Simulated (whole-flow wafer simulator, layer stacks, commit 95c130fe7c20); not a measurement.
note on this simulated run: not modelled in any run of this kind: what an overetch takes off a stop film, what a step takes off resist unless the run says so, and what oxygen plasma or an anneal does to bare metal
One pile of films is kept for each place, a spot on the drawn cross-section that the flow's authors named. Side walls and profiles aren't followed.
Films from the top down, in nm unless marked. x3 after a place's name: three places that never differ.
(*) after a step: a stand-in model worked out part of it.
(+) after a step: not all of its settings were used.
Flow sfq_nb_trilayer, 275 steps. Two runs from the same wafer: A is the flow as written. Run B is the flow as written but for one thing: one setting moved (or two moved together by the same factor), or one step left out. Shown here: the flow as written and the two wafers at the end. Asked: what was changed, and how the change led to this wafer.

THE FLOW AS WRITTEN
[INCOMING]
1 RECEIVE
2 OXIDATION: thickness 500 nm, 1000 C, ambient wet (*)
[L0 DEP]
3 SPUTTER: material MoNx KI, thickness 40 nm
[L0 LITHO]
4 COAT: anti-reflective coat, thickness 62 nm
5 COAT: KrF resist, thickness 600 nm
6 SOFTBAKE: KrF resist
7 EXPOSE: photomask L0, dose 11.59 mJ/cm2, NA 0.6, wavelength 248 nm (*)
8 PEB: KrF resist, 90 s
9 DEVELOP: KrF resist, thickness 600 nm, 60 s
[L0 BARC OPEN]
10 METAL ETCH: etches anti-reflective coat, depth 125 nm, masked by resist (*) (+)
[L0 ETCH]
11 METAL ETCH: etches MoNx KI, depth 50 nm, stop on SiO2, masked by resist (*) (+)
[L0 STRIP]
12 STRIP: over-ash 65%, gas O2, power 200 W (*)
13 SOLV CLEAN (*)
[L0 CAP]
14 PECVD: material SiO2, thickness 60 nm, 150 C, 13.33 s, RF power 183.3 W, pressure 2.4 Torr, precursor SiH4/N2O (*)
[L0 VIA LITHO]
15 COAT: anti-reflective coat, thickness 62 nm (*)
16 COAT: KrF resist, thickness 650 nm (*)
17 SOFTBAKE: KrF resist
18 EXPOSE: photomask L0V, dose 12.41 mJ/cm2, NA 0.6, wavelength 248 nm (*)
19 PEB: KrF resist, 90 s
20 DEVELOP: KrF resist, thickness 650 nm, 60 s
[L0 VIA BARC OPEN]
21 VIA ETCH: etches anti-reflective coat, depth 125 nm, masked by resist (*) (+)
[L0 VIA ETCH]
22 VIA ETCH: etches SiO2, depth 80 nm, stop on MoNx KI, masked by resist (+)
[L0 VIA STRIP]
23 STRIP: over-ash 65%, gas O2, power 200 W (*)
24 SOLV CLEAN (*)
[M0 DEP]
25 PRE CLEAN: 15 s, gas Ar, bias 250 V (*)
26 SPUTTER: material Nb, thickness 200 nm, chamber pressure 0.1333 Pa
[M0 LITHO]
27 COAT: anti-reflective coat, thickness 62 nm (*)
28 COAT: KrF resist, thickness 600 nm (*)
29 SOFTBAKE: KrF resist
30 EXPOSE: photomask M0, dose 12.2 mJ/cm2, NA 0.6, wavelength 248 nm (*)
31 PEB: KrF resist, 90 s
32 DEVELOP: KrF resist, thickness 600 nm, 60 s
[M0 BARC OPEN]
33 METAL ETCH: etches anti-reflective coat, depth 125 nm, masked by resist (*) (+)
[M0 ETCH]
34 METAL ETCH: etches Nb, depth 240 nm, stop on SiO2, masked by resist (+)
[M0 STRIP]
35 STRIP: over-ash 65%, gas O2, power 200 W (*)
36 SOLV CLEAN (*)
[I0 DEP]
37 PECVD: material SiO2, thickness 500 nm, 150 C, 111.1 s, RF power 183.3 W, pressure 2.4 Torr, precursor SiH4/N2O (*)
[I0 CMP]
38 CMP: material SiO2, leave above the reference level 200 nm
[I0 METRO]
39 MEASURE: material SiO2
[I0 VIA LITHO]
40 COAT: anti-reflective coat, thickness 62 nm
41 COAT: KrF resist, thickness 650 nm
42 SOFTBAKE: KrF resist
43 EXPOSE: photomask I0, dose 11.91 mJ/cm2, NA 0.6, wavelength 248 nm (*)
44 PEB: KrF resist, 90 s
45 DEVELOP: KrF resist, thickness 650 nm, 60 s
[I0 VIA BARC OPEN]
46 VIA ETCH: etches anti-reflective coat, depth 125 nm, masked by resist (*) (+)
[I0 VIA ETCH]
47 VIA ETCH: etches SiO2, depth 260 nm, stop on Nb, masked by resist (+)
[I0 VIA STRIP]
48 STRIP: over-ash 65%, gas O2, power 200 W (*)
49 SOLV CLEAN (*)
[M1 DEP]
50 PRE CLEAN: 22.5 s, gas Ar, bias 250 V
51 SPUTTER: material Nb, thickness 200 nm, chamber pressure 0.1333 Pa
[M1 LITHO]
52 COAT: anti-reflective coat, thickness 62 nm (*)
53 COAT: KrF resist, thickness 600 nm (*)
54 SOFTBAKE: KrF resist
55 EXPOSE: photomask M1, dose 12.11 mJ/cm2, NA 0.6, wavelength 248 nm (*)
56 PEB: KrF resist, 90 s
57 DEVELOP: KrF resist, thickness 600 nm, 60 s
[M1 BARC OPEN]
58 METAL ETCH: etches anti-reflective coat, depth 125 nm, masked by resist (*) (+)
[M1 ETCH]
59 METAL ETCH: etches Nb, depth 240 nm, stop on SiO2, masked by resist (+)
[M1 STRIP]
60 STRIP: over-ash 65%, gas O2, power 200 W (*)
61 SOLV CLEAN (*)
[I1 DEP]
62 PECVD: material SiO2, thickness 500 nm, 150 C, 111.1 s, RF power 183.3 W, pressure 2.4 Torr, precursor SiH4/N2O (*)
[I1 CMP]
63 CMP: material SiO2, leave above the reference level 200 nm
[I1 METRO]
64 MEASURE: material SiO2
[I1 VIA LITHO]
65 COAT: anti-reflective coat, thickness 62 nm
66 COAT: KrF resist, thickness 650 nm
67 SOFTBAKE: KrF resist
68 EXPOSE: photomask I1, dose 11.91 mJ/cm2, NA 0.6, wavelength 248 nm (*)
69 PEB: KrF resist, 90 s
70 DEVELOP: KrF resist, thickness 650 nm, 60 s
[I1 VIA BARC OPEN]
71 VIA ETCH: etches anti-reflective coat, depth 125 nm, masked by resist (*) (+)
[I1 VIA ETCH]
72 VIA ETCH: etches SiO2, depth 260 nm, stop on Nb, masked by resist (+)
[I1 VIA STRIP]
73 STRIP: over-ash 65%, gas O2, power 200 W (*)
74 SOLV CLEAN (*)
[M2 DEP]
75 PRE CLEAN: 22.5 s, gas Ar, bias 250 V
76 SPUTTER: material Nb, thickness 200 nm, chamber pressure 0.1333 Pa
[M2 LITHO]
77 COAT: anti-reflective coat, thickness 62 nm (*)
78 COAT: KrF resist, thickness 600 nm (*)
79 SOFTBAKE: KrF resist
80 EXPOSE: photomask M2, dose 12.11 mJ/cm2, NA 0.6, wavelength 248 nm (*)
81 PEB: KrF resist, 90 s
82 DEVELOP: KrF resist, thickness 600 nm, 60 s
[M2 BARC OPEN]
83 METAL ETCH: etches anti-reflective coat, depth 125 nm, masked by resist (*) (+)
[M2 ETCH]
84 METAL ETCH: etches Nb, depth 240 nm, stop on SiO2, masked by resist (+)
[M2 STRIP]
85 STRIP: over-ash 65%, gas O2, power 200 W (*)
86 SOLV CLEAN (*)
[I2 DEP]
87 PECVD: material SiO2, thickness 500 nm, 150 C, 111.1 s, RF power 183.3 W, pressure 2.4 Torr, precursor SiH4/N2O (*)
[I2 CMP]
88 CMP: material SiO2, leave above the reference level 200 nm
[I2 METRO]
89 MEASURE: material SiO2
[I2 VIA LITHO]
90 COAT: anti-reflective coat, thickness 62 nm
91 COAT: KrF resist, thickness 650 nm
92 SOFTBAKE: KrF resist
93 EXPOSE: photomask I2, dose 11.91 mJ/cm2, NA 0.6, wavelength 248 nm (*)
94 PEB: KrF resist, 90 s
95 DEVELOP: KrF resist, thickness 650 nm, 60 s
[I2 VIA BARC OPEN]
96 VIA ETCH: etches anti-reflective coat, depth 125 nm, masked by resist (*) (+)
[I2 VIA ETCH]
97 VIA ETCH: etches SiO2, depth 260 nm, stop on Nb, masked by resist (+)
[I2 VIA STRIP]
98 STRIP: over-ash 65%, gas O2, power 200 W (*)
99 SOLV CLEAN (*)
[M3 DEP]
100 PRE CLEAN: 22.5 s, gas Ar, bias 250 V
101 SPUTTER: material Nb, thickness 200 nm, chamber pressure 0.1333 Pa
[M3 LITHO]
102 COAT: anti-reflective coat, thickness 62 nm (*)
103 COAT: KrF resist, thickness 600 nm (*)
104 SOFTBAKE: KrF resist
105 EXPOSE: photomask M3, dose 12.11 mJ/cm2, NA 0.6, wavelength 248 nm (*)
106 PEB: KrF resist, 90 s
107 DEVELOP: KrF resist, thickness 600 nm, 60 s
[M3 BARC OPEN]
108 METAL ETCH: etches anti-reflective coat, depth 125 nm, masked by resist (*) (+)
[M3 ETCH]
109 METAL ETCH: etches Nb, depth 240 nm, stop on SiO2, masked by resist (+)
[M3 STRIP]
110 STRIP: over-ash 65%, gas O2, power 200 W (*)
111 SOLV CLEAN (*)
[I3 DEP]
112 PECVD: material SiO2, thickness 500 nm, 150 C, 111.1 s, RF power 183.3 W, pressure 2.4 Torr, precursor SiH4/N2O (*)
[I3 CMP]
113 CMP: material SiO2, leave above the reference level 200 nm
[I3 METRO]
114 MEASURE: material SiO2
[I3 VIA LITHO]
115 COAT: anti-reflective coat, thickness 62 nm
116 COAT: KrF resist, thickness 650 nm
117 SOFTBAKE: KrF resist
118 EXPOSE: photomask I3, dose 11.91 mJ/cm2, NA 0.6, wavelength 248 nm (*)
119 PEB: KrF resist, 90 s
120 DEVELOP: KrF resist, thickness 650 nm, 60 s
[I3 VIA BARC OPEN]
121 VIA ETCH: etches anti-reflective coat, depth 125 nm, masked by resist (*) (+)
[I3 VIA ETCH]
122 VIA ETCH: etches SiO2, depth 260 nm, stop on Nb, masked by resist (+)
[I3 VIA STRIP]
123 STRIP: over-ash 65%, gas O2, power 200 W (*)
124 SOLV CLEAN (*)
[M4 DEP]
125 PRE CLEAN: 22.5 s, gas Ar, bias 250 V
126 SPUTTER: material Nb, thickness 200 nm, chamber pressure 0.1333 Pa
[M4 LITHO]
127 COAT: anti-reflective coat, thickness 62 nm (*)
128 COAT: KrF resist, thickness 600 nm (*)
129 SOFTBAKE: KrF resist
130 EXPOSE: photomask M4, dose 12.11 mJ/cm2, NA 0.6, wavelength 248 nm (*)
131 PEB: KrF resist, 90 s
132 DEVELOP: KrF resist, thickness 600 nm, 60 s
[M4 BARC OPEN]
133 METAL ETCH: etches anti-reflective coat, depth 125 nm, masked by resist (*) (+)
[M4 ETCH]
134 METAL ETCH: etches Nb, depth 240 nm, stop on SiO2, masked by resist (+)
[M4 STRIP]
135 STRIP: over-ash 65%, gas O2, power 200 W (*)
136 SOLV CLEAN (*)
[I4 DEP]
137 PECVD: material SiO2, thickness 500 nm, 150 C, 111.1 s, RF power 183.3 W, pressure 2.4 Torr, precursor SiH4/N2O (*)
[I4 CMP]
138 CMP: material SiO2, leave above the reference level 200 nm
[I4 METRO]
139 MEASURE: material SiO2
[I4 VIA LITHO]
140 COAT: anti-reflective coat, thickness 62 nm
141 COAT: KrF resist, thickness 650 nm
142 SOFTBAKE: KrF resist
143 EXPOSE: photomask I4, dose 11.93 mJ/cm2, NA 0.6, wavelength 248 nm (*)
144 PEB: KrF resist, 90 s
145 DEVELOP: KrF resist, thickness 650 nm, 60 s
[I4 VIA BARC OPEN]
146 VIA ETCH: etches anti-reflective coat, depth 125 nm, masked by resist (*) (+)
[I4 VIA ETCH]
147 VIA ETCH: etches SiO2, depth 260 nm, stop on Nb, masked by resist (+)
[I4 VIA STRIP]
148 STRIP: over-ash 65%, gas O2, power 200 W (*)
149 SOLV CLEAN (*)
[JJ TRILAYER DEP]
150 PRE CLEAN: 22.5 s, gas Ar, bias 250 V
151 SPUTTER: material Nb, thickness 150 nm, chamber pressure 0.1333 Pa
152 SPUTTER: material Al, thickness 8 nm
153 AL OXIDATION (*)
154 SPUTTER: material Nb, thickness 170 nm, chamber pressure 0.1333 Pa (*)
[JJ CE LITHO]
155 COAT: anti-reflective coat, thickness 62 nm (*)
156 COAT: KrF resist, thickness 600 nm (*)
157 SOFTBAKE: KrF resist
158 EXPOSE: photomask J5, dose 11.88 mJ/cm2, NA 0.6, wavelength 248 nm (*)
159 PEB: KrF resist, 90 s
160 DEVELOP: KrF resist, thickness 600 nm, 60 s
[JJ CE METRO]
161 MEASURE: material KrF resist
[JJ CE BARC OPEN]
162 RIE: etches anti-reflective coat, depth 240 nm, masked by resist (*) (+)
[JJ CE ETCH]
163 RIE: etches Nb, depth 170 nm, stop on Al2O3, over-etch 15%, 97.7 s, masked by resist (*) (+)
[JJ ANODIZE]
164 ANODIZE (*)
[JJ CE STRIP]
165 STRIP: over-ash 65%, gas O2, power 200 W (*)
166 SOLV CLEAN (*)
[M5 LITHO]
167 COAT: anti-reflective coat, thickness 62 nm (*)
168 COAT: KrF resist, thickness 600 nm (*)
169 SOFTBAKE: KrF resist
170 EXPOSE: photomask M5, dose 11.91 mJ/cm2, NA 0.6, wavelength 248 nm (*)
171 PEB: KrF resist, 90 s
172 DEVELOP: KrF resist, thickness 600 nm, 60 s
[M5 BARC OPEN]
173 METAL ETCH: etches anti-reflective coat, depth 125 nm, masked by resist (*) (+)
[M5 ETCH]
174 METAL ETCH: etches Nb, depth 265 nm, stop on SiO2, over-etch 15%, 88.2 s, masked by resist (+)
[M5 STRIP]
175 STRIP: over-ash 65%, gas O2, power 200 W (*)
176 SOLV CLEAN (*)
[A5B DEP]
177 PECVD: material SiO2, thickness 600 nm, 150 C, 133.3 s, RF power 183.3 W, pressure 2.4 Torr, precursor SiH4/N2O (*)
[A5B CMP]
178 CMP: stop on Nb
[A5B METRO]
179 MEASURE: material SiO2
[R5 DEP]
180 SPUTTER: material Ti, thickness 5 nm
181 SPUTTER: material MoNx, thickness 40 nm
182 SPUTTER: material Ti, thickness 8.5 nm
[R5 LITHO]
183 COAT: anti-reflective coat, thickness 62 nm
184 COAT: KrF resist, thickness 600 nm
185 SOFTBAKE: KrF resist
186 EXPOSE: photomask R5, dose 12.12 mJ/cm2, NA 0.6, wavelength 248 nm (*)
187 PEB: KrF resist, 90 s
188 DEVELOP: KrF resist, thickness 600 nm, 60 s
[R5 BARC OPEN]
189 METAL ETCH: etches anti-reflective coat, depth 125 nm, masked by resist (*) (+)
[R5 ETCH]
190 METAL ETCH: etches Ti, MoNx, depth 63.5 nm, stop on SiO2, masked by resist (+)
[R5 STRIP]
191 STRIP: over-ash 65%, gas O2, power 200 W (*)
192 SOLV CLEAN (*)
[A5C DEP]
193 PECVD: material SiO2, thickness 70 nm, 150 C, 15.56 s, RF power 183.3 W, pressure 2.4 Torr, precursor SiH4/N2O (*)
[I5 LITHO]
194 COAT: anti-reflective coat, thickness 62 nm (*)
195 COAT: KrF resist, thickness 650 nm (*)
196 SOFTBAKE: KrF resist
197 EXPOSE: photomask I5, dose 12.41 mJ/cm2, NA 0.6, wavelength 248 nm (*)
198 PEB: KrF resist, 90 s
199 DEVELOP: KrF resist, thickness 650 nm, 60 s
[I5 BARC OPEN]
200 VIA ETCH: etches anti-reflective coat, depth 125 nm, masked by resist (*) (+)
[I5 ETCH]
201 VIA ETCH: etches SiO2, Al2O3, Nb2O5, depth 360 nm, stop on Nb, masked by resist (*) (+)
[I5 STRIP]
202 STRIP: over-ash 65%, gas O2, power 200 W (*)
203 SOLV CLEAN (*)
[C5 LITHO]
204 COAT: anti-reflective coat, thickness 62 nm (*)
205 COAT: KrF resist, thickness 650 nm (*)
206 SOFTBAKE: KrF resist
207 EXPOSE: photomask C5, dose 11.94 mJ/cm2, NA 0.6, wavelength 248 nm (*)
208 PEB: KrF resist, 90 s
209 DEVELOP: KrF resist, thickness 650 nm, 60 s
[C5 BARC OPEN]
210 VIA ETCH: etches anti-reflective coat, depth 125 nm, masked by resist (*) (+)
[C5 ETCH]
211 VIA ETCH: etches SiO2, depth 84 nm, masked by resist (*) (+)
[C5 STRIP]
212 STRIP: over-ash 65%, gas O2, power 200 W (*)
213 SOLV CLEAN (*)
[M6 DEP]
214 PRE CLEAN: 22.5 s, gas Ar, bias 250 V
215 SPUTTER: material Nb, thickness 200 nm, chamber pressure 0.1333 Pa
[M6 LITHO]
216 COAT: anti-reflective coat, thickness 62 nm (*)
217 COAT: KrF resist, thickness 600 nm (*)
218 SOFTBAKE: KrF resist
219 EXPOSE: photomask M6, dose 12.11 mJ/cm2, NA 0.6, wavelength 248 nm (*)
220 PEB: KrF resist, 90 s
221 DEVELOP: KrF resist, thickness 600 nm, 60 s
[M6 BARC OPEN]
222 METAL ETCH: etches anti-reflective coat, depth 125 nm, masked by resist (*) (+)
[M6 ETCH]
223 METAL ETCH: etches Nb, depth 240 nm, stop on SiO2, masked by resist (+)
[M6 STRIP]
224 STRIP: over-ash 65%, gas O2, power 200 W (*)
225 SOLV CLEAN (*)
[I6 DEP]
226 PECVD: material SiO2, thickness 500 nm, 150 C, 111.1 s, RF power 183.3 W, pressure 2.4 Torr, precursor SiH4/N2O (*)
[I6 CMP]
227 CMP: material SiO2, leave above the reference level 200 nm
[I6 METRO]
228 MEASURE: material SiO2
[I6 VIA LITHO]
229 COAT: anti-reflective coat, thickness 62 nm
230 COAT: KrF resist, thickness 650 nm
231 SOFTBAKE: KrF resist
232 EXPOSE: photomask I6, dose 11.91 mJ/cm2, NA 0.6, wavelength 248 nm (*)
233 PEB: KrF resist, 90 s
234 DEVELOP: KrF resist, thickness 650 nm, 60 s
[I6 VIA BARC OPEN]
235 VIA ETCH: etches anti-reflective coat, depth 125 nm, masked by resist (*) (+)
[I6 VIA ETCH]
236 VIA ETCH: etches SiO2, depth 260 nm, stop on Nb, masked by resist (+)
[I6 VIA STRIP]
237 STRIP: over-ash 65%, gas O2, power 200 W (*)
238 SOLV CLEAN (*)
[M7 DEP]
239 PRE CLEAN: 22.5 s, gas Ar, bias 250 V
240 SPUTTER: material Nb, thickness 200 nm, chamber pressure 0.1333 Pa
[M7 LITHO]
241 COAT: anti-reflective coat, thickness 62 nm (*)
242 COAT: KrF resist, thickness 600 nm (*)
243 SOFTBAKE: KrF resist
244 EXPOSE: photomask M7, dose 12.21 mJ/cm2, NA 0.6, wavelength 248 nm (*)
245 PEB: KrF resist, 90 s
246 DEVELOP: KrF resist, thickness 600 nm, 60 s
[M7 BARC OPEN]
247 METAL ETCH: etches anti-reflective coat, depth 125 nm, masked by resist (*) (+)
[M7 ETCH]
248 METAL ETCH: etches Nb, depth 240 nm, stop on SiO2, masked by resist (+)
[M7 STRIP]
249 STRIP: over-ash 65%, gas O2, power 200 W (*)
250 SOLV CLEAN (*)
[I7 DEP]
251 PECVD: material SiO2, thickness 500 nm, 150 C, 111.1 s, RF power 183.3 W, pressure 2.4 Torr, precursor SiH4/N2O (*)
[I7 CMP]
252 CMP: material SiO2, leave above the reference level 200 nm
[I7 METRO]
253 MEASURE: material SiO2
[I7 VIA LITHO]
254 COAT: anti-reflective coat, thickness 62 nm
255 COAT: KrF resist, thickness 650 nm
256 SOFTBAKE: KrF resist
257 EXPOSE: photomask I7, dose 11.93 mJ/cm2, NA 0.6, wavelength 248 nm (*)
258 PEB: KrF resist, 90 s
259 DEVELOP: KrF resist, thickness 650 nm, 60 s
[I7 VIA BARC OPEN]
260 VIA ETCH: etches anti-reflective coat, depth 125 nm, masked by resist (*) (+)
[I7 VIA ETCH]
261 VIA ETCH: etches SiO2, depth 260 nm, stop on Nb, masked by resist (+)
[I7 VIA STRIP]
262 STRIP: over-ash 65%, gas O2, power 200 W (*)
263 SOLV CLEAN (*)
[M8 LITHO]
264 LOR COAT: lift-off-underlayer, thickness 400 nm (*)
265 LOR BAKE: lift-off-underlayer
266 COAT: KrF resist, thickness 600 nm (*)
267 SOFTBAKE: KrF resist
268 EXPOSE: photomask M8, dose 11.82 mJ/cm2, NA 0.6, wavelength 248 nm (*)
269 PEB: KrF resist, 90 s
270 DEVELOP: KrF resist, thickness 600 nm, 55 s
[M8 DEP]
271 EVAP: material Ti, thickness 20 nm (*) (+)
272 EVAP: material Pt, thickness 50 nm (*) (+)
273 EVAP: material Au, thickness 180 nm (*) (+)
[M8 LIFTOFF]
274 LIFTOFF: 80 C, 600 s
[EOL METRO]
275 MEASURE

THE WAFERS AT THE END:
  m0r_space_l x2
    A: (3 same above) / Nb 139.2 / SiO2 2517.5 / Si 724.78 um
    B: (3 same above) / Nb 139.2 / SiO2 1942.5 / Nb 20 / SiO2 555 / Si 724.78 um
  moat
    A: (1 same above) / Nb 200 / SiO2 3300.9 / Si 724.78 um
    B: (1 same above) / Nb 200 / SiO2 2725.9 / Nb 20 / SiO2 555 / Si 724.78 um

The cause: step 34, METAL ETCH: depth 180 nm was run, where the flow has depth 240 nm.

How the change led to this, step by step:
  34 METAL ETCH: etches Nb, depth 240 nm, stop on SiO2, masked by resist (+)
      moat, m0r_space_l x2: A Nb -200 (all of it) | B Nb -180
      field_l, v_sur, via_wl and 100 more: A KrF resist -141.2 | B KrF resist -105.9
  35 STRIP: over-ash 65%, gas O2, power 200 W (*)
      p4_fl x3, p4_w1 x9, p4_g1 x2 and 57 more: A KrF resist -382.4 (all of it), anti-reflective coat -62 (all of it) | B KrF resist -417.7 (all of it), anti-reflective coat -62 (all of it)
      c5j, ce_r, sp_r, be_r, r_sur, res: A KrF resist -389 (all of it), anti-reflective coat -63.6 (all of it) | B KrF resist -424.3 (all of it), anti-reflective coat -63.6 (all of it)
      (and at 26 more places)
  37 PECVD: material SiO2, thickness 500 nm, 150 C, 111.1 s, RF power 183.3 W, pressure 2.4 Torr, precursor SiH4/N2O (*)
      moat, m0r_space_l x2: A SiO2 +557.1 | B SiO2 +537.1 (new film)
Counting metal films that touch as one body, m0r_space_l x2 has 2 bodies (between them, from the top down: SiO2 1942.5); the flow as written gives 1 body.
Counting metal films that touch as one body, moat has 2 bodies (between them, from the top down: SiO2 2725.9); the flow as written gives 1 body.
